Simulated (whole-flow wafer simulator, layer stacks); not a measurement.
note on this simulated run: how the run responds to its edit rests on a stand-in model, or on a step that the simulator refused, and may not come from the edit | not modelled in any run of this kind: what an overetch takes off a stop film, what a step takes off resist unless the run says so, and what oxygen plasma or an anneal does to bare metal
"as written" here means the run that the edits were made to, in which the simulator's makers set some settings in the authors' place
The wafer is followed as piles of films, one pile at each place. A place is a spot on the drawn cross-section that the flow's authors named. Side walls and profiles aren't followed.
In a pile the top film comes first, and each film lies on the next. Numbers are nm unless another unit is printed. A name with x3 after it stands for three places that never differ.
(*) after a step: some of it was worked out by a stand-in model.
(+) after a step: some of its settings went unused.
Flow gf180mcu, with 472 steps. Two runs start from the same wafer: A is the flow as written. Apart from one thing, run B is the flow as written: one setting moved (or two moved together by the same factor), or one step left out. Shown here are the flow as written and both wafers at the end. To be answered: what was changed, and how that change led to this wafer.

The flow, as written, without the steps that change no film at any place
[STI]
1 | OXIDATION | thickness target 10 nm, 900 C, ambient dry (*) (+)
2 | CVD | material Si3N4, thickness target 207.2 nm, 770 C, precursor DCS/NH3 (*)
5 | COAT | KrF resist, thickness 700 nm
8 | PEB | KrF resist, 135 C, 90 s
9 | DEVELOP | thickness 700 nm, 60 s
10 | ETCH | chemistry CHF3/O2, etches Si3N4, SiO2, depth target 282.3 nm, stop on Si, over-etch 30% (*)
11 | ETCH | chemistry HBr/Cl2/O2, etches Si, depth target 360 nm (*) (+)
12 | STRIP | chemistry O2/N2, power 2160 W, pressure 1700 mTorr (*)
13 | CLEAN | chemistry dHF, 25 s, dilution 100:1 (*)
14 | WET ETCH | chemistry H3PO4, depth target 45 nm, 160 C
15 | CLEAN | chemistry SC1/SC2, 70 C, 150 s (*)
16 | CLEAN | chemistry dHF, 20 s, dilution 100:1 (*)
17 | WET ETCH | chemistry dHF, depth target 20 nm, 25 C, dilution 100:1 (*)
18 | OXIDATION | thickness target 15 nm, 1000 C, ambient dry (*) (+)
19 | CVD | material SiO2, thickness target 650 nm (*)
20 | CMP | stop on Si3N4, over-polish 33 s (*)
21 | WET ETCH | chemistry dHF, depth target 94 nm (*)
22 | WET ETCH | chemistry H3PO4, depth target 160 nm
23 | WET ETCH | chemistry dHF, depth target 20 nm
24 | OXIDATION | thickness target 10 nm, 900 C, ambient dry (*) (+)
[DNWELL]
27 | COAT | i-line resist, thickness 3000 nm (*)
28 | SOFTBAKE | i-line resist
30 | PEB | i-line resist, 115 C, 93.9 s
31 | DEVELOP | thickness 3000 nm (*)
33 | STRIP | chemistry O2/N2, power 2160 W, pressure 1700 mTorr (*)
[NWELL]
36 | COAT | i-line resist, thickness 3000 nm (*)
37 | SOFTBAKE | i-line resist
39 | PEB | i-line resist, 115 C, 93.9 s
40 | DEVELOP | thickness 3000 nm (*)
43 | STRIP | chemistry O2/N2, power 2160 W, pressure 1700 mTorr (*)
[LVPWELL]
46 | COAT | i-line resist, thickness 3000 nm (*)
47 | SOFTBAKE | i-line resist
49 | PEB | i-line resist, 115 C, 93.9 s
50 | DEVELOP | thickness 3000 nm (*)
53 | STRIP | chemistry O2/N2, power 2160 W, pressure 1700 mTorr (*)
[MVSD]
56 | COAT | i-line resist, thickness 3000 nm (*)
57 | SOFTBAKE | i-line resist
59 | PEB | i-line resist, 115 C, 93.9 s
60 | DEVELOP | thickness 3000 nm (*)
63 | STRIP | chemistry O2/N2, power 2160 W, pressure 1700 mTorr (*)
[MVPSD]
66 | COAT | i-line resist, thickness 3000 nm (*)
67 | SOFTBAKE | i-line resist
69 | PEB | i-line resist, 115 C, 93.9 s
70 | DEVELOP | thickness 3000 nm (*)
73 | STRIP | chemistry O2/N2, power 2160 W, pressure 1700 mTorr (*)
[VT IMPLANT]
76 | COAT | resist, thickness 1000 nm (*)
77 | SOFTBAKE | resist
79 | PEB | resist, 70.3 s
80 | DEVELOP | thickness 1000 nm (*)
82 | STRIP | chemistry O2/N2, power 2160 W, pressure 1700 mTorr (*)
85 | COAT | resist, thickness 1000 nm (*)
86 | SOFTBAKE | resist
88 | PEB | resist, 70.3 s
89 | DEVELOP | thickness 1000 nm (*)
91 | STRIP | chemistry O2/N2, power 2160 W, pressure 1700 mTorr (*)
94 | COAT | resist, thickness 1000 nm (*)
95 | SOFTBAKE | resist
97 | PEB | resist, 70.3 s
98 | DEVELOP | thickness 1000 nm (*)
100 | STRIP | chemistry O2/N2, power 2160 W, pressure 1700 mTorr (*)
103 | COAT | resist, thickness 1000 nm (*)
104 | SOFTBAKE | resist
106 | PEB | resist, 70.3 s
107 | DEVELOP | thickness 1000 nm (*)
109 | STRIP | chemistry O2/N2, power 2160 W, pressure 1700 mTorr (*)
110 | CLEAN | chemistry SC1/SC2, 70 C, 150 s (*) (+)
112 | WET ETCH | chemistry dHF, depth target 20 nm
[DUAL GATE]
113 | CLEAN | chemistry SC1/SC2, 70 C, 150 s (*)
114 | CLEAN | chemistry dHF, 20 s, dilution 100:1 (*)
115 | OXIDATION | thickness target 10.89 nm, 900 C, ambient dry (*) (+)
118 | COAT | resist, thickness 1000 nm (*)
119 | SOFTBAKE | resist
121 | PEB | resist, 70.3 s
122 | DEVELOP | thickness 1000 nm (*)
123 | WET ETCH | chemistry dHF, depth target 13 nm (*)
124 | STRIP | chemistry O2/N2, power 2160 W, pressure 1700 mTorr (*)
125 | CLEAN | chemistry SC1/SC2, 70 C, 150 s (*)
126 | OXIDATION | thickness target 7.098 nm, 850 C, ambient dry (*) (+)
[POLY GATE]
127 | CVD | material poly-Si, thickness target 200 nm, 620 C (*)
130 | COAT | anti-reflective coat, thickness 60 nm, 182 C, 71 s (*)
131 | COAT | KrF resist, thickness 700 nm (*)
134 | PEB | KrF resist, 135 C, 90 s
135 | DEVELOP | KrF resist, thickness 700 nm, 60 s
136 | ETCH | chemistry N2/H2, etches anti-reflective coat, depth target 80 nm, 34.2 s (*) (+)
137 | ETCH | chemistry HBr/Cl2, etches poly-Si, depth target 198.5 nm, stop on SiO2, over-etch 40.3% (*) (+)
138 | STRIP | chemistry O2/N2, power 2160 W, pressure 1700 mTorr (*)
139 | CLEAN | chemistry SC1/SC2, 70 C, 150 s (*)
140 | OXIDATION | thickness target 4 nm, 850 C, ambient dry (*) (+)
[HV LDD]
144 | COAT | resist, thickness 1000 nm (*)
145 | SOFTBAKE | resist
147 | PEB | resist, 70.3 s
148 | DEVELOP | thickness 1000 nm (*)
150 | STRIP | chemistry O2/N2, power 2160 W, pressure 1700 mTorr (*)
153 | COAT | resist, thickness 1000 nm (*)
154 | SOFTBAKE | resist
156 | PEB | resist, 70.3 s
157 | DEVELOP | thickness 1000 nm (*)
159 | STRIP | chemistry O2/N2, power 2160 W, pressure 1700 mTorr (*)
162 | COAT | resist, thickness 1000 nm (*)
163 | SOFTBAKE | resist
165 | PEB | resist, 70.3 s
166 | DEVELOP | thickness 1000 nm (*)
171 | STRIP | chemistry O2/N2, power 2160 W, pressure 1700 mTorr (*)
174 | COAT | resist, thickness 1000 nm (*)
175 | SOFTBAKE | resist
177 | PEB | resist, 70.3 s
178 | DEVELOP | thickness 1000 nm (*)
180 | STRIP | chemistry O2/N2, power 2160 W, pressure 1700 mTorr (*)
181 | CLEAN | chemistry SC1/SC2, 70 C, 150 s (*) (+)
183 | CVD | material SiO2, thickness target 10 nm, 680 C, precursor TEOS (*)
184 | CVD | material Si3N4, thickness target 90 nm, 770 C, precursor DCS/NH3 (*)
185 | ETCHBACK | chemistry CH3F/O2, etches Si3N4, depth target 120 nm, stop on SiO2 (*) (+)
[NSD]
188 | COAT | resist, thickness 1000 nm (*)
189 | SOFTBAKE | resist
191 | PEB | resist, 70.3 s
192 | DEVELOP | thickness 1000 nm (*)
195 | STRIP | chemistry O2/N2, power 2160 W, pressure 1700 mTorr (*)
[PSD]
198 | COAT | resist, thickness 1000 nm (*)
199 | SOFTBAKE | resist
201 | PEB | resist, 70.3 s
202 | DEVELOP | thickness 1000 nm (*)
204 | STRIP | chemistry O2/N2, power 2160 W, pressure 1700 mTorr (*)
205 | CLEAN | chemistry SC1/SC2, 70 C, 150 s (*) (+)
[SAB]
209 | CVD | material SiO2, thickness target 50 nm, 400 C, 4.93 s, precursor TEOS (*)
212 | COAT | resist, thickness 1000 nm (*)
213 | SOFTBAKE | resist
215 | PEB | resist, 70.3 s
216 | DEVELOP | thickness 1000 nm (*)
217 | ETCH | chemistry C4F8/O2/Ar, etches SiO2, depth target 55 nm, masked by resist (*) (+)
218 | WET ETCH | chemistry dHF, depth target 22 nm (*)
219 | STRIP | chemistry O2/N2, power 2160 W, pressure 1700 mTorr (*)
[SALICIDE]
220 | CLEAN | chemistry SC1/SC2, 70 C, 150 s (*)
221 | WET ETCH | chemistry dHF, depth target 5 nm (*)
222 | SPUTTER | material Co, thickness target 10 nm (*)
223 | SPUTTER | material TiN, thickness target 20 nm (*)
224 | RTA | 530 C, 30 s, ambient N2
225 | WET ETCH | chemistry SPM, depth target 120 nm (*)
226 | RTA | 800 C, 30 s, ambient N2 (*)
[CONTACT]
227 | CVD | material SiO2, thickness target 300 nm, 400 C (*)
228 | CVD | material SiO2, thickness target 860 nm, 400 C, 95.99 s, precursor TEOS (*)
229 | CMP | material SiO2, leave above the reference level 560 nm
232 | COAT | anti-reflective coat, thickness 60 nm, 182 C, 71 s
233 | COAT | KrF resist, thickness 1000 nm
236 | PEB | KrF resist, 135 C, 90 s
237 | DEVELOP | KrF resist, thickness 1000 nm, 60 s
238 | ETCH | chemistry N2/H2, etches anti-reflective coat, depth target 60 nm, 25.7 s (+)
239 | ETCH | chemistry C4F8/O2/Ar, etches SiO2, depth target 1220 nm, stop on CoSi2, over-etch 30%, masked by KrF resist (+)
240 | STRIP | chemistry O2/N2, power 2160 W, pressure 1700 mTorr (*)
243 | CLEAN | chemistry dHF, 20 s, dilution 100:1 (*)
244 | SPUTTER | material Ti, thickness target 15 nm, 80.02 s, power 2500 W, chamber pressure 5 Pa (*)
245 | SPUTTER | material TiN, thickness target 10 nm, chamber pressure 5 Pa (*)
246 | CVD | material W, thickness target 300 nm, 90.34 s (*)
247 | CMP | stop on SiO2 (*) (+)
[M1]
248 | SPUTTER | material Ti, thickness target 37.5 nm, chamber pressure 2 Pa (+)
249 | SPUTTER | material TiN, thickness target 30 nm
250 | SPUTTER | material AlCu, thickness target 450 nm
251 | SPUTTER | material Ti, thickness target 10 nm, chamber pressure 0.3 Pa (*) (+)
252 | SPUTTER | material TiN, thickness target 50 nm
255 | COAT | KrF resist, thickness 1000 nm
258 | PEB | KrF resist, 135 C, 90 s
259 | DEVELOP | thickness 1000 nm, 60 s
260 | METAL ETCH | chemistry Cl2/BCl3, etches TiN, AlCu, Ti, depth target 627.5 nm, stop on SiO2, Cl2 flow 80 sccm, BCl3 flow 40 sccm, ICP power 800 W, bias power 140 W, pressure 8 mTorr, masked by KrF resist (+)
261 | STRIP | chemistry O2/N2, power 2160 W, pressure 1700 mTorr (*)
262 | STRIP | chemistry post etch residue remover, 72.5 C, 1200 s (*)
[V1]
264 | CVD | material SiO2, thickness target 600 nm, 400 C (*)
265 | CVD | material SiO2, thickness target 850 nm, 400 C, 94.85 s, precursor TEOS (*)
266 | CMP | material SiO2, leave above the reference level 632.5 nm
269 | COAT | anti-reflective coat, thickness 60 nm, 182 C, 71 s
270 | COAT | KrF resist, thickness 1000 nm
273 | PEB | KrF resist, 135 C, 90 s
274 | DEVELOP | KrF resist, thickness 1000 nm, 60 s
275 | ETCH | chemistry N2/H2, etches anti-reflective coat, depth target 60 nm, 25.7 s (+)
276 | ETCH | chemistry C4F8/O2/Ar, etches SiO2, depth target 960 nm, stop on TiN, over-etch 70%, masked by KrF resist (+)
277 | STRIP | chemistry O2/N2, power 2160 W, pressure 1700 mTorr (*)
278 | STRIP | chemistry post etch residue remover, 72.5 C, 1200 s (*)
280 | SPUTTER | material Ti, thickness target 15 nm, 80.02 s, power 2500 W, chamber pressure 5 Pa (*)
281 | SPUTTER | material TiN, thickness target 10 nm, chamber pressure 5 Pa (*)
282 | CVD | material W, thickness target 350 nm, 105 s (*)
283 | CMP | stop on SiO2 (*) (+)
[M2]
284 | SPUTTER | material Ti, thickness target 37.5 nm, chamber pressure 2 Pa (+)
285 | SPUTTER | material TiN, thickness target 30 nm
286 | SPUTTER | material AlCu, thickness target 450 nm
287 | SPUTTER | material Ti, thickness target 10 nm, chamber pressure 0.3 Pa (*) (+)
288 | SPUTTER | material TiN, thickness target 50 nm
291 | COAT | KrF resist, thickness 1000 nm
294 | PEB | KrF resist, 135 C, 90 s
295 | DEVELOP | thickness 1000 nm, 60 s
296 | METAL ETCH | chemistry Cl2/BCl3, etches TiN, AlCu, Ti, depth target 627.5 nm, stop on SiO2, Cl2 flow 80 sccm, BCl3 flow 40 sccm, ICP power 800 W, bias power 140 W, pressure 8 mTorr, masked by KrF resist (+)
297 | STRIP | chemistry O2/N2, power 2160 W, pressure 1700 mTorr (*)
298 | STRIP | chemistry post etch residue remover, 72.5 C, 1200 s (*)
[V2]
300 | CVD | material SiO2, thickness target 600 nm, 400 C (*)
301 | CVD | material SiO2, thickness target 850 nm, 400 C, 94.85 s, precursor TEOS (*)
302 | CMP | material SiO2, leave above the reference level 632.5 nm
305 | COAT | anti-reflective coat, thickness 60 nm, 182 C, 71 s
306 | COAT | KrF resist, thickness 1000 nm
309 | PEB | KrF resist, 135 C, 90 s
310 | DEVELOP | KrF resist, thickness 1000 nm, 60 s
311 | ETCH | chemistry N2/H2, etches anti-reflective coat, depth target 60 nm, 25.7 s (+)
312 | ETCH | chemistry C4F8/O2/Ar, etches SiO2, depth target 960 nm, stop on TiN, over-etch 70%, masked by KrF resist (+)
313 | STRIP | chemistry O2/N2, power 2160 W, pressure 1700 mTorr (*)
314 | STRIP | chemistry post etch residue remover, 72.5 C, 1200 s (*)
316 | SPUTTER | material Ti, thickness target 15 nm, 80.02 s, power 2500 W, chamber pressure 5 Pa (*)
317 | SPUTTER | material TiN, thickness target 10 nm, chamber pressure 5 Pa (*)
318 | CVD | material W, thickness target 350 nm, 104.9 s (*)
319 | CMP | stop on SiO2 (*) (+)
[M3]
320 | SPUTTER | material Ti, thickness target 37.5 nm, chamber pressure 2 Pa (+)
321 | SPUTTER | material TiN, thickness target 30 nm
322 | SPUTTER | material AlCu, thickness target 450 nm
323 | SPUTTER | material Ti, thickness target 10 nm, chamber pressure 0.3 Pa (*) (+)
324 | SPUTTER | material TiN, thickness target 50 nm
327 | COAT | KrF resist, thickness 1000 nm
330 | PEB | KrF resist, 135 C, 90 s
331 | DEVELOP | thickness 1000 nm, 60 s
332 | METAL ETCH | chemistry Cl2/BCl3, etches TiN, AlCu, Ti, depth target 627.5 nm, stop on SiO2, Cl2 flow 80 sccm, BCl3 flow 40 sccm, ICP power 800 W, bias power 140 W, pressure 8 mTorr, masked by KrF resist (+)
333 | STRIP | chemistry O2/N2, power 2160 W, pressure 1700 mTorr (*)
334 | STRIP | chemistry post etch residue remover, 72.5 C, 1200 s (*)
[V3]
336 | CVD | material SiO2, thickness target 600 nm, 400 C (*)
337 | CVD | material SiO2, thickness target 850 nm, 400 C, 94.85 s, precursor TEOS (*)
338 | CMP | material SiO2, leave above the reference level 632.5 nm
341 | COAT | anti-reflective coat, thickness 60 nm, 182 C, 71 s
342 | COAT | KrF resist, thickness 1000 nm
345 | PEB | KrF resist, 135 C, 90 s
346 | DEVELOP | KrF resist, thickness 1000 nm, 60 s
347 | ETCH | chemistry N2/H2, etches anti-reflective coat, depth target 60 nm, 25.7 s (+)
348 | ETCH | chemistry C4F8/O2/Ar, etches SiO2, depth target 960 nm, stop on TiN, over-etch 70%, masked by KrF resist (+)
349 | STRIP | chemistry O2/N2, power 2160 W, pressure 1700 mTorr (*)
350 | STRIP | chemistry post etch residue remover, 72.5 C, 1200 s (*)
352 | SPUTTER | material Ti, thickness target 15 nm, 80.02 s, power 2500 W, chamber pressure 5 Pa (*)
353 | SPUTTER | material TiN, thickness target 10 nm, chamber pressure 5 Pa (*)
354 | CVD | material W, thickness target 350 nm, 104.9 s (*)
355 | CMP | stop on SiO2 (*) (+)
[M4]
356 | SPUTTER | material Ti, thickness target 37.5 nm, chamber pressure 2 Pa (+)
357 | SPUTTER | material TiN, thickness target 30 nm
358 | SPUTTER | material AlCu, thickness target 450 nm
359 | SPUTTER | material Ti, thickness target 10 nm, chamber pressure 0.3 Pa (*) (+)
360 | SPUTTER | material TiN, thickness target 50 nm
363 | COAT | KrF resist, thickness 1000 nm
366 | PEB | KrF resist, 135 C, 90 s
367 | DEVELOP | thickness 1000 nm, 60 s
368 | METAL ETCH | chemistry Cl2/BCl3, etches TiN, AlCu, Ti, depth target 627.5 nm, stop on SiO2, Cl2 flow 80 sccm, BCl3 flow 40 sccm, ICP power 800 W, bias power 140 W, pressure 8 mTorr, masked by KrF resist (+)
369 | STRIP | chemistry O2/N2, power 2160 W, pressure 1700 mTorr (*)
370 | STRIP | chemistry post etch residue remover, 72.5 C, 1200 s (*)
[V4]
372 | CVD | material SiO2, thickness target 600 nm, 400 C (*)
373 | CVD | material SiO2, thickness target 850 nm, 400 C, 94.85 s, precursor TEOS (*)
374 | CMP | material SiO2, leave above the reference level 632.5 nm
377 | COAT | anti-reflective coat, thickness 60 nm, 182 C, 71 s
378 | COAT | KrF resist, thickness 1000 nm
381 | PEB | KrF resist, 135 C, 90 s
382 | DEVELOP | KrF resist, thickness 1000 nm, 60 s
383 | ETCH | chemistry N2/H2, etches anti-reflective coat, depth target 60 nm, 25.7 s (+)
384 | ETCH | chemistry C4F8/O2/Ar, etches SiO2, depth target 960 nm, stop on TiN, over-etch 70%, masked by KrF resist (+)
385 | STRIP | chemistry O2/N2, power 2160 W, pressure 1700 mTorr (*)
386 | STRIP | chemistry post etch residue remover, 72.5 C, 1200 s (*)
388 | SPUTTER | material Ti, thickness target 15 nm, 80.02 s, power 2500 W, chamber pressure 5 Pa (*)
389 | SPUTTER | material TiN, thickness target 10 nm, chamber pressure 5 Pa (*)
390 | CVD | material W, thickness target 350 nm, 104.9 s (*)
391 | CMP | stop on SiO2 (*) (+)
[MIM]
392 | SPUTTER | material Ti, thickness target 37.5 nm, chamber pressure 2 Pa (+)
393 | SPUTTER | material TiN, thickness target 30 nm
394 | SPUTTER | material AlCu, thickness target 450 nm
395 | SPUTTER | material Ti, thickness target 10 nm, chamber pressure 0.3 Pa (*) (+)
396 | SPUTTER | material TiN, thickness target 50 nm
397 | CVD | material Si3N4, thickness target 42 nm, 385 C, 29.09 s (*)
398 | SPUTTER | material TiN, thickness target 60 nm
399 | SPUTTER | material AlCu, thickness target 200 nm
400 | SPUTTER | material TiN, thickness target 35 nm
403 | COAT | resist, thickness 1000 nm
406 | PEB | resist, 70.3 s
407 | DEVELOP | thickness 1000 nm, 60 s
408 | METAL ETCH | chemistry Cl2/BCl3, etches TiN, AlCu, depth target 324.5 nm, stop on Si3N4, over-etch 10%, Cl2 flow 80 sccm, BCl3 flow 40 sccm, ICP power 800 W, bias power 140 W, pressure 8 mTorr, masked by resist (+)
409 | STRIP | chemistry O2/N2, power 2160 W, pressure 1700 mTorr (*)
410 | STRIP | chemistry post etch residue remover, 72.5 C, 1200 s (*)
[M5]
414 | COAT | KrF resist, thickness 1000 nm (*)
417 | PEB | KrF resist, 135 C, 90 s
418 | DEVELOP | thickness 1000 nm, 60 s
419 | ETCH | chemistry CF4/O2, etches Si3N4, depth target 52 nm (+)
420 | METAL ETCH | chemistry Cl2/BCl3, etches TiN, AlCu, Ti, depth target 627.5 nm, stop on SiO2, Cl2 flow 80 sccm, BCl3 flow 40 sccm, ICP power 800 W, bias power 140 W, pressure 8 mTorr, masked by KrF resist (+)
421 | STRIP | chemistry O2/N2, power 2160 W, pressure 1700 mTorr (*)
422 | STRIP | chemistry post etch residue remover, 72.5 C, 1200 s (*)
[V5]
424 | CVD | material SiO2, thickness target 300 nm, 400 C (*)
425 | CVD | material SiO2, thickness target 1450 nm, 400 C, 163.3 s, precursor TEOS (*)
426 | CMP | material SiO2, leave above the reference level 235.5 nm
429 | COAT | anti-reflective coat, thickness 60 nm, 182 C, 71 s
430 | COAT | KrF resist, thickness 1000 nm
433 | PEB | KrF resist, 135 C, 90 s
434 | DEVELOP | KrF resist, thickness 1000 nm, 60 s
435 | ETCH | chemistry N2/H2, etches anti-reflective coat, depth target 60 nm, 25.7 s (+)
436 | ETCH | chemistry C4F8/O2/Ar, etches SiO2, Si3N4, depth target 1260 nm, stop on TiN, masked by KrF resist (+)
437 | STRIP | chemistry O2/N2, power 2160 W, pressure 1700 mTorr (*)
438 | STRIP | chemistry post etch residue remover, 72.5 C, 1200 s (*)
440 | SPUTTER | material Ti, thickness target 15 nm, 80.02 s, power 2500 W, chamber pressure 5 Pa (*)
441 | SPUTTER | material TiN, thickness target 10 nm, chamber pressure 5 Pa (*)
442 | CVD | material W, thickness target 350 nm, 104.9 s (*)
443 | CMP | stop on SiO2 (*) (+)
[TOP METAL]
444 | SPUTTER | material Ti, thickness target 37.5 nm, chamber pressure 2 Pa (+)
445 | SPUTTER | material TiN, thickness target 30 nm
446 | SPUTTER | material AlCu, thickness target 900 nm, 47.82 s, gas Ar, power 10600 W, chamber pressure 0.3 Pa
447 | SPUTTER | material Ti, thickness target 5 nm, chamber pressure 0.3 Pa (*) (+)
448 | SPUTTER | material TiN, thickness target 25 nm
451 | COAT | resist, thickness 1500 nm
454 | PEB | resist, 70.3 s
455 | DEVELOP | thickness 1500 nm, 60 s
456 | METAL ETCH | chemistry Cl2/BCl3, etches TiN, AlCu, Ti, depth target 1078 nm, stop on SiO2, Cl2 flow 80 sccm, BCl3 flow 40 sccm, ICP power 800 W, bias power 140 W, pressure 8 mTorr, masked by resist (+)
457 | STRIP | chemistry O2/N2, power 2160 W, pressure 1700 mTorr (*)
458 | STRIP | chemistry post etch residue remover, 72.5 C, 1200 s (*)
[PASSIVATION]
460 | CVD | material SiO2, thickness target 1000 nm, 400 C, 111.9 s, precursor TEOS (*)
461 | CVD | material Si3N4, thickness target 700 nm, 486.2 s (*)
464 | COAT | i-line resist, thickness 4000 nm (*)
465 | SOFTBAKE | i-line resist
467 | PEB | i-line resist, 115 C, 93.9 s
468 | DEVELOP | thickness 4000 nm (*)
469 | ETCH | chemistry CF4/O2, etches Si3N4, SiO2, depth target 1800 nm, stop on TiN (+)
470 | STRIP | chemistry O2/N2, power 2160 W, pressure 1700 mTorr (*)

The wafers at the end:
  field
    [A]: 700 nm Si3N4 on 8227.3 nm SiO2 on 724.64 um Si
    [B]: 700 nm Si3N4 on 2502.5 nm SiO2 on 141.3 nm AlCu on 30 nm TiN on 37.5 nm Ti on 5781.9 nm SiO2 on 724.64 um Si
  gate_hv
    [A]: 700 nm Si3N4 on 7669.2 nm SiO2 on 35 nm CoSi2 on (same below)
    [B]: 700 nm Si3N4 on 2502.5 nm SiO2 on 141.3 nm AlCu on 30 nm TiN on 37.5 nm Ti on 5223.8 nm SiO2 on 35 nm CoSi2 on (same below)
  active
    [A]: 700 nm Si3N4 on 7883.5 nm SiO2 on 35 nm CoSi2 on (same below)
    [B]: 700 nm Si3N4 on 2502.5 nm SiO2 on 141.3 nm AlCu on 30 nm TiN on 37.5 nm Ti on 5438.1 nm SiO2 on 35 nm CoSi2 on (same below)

The reason: step 394, SPUTTER: thickness target 716 nm was run, while the flow as written has thickness target 450 nm.

The path from the change to this, step by step:
  394 | SPUTTER | material AlCu, thickness target 450 nm
      field, field__w1, field__w2 and 108 more: A +450 AlCu (new film) | B +716 AlCu (new film)
  420 | METAL ETCH | chemistry Cl2/BCl3, etches TiN, AlCu, Ti, depth target 627.5 nm, stop on SiO2, Cl2 flow 80 sccm, BCl3 flow 40 sccm, ICP power 800 W, bias power 140 W, pressure 8 mTorr, masked by KrF resist (+)
      field, field__w1, field__w2 and 101 more: A -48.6 TiN (all of it), -10 Ti (all of it), -450 AlCu (all of it), -30 TiN (all of it), -37.5 Ti (all of it) | B -48.6 TiN (all of it), -10 Ti (all of it), -568.9 AlCu
  422 | STRIP | chemistry post etch residue remover, 72.5 C, 1200 s (*)
      field, field__w1, field__w2 and 101 more: A nothing | B -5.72 AlCu
  424 | CVD | material SiO2, thickness target 300 nm, 400 C (*)
      field, field__w1, field__w2 and 101 more: A +300 SiO2 | B +300 SiO2 (new film)
  426 | CMP | material SiO2, leave above the reference level 235.5 nm
      field, field__w1, field__w5 and 92 more: A -300.8 SiO2 | B -243.7 SiO2
      field__w2, field__w3, field__w12 and 6 more: A -272.7 SiO2 | B -212.9 SiO2
If metal films that touch count as one body, field has 1 body; the flow as written gives 0 bodies.
If metal films that touch count as one body, gate_hv has 2 bodies (between them, from the top down: SiO2 5223.8); the flow as written gives 1 body.
If metal films that touch count as one body, active has 2 bodies (between them, from the top down: SiO2 5438.1); the flow as written gives 1 body.
